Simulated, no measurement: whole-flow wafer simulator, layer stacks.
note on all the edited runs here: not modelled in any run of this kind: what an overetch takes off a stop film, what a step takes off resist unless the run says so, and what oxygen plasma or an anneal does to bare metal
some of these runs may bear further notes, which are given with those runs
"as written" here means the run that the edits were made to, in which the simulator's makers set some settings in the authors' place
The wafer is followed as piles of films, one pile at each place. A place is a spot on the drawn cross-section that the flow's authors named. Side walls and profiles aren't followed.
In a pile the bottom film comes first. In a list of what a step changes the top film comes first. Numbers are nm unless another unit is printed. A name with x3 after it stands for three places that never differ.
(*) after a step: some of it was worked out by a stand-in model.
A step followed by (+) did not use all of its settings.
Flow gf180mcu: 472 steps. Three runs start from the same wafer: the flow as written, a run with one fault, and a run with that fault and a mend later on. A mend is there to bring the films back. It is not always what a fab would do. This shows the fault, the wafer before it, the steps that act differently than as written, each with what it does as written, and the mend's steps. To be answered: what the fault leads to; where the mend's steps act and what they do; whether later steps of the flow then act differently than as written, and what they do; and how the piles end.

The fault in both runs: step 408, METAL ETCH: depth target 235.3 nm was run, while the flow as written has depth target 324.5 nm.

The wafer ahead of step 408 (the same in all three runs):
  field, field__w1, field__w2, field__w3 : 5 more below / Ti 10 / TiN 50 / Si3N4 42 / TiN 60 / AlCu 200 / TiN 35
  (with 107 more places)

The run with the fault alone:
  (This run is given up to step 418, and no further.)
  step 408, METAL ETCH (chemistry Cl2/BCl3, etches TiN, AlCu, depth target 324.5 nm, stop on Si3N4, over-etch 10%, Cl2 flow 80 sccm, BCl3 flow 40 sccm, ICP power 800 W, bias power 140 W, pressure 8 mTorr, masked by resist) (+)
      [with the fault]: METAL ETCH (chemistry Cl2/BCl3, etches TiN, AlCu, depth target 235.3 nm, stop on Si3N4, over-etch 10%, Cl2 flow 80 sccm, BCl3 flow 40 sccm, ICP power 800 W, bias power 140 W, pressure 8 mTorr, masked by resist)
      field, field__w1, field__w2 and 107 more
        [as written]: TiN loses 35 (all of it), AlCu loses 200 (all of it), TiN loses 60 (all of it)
        [with the fault]: TiN loses 35 (all of it), AlCu loses 200 (all of it), TiN loses 0.3
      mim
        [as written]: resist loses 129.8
        [with the fault]: resist loses 94.1
  Steps later in the flow that act otherwise than as written (2 more steps, not shown, differ only slightly: by at most 2% or 0.5 nm, whichever is larger):
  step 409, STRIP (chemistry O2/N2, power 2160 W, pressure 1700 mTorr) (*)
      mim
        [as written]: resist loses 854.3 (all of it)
        [with the fault]: resist loses 890 (all of it)
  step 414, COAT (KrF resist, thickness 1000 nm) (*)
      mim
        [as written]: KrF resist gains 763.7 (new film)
        [with the fault]: KrF resist gains 809.6 (new film)
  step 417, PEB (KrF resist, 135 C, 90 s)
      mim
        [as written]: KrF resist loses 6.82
        [with the fault]: KrF resist loses 7.55
  After step 418, at field, field__w1, field__w2 and 109 more, the piles differ from the flow's by more than 2% or 0.5 nm, whichever is larger.
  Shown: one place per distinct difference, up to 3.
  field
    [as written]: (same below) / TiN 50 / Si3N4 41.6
    [with the fault]: (same below) / TiN 50 / Si3N4 42 / TiN 59.3
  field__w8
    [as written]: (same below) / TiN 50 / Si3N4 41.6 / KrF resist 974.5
    [with the fault]: (same below) / TiN 50 / Si3N4 42 / TiN 59.3 / KrF resist 974.5
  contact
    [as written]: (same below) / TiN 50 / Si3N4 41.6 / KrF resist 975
    [with the fault]: (same below) / TiN 50 / Si3N4 42 / TiN 59.3 / KrF resist 974.9

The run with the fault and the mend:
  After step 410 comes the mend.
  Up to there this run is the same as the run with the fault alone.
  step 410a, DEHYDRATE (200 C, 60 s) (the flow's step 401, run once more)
      does not change any film at any place that is followed
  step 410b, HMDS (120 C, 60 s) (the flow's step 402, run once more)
      does not change any film at any place that is followed
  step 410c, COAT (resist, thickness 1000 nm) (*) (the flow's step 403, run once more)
      field__w8, m1__w1, iso_ptap_pw and 39 more
        resist gains 1000 (new film)
      p_well, sti, spacer, sd_n, mim_1p0, pad, dice_street
        resist gains 1000.5 (new film)
      field, ld_sd_p, ld_gate_p, ld_acc_p, ld_fp_p, ld_drift_p
        resist gains 1001.3 (new film)
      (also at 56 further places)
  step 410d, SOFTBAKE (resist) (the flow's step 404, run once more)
      gate_p_hv, gate_p_hv5
        resist loses 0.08
      npoly_u, ppoly_u
        resist gains 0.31
      field__w2
        resist gains 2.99
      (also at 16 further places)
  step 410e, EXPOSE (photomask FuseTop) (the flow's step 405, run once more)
      does not change any film at any place that is followed
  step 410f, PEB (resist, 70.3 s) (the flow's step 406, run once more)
      field, field__w1, field__w5 and 95 more
        resist loses 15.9
      field__w2, field__w3, field__w12, pplus_u, ppoly_sal, nw_enc_fld_lv__w1, nw_enc_fld_lv__w4
        resist loses 16
      field__w11, field__w13, ppoly_u, npoly_sal
        resist loses 16.2
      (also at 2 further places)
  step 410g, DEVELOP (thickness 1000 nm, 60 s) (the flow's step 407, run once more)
      field__w8, m1__w1, iso_ptap_pw and 39 more
        resist loses 984.1 (all of it)
      field_sub__w1, field_sub__w5, sd_p, gate_p, active_nat, nw_enc_fld_lv, nw_enc_fld_lv__w3
        resist loses 985 (all of it)
      p_well, sti, spacer, sd_n, mim_1p0, pad, dice_street
        resist loses 984.6 (all of it)
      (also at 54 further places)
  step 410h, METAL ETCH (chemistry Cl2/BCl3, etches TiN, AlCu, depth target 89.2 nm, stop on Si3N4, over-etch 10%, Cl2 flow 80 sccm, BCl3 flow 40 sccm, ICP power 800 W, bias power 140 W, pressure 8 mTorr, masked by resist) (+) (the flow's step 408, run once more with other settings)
      field, field__w1, field__w2 and 107 more
        TiN loses 59.3 (all of it)
      mim
        resist loses 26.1
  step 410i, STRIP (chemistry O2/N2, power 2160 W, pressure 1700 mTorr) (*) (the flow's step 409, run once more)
      mim
        resist loses 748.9 (all of it)
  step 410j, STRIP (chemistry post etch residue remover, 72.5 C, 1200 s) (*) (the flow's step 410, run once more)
      field, field__w1, field__w2 and 107 more
        Si3N4 loses 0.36
      mim
        TiN loses 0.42
  Every later step of the flow that is run acts as written, at every place that is followed, to within 2% or 0.5 nm, whichever is larger.
  At the end the piles are close to the flow's at the places that both follow, differing by at most 2% or 0.5 nm, whichever is larger.
